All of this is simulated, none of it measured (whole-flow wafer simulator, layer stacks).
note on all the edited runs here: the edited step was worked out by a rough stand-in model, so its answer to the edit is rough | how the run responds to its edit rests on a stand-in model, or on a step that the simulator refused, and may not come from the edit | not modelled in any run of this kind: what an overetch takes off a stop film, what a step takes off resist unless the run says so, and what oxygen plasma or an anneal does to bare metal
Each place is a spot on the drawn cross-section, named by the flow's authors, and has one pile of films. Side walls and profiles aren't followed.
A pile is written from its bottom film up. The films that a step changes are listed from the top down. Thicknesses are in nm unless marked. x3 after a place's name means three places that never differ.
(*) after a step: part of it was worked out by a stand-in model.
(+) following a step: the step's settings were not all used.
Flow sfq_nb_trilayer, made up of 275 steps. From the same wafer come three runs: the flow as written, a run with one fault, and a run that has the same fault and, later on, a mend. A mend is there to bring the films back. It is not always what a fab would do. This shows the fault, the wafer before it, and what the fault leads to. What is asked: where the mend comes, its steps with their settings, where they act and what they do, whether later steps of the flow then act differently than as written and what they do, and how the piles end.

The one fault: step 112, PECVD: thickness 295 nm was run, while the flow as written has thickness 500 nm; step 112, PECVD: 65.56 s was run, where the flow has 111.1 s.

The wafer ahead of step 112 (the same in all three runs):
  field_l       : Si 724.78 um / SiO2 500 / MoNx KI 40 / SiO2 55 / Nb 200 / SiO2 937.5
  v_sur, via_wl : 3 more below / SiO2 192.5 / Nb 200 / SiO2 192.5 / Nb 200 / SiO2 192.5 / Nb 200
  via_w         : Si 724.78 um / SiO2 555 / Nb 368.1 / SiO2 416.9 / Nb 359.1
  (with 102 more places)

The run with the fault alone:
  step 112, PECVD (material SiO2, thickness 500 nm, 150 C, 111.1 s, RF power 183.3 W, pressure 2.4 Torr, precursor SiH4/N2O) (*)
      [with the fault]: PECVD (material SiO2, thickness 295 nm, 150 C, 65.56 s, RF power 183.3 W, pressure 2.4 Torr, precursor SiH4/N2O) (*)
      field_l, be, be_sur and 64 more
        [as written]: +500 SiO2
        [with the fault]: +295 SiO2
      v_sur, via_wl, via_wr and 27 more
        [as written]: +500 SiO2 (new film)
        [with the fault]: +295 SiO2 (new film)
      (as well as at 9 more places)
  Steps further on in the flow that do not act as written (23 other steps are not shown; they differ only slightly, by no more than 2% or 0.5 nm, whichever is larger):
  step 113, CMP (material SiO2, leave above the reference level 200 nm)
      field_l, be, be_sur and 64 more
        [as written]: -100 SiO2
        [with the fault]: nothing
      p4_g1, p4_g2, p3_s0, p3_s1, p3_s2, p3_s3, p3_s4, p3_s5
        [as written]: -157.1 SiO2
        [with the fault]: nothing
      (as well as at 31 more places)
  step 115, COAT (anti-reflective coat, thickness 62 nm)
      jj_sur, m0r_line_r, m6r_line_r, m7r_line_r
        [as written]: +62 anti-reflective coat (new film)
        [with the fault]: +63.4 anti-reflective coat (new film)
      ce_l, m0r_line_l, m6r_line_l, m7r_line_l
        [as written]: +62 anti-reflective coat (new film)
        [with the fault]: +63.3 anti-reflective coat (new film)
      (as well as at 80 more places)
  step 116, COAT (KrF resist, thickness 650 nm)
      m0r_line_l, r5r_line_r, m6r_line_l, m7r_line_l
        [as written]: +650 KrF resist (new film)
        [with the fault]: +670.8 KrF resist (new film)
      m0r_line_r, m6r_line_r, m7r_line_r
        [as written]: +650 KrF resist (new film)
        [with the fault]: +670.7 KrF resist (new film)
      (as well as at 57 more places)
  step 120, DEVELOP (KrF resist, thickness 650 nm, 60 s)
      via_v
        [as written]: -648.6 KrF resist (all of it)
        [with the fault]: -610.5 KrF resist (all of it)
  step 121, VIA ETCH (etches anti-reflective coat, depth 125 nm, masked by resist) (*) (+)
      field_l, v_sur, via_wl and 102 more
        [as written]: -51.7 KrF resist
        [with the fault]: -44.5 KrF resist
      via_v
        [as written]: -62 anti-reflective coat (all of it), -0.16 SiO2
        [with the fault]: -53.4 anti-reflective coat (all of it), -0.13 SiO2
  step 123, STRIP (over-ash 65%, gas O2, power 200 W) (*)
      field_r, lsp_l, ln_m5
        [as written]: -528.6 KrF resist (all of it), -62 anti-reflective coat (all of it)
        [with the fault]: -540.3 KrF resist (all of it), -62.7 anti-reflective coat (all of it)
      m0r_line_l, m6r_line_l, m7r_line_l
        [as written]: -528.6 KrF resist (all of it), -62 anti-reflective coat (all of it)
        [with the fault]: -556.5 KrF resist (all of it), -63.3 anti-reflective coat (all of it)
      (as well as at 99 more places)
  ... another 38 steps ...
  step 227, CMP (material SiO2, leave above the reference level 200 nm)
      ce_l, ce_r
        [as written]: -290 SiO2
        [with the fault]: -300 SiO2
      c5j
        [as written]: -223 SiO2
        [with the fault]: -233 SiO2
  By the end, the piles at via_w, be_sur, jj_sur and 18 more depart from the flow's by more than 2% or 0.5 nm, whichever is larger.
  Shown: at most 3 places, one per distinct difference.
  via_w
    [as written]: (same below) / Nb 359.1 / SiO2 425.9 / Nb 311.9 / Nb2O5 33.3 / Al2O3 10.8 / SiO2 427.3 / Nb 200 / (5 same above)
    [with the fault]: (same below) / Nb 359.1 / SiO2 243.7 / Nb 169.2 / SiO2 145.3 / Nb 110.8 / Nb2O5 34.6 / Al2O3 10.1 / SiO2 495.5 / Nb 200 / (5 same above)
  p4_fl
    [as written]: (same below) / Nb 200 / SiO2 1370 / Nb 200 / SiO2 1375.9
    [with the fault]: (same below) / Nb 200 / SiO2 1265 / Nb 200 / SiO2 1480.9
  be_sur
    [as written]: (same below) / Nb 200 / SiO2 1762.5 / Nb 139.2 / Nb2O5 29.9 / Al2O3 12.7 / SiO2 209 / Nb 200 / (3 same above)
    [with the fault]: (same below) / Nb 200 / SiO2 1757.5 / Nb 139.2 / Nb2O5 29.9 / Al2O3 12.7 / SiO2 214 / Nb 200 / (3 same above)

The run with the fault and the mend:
  After step 112 comes the mend.
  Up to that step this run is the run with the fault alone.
  step 112a, PECVD (material SiO2, thickness 205 nm, 150 C, 45.56 s, RF power 183.3 W, pressure 2.4 Torr, precursor SiH4/N2O) (*) (the flow's step 112 again, with other settings)
      field_l, v_sur, via_wl and 102 more
        +205 SiO2
      via_w
        +181.5 SiO2
  Steps further on in the flow that do not act as written (22 other steps are not shown; they differ only slightly, by no more than 2% or 0.5 nm, whichever is larger):
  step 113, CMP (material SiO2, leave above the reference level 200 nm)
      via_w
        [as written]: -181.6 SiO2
        [with the mend]: nothing
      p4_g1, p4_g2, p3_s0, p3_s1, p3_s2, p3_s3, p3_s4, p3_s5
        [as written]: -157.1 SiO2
        [with the mend]: -100 SiO2
  When the end is reached, the piles differ only a little from the flow's at the places that both follow, at most by 2% or 0.5 nm, whichever is larger.
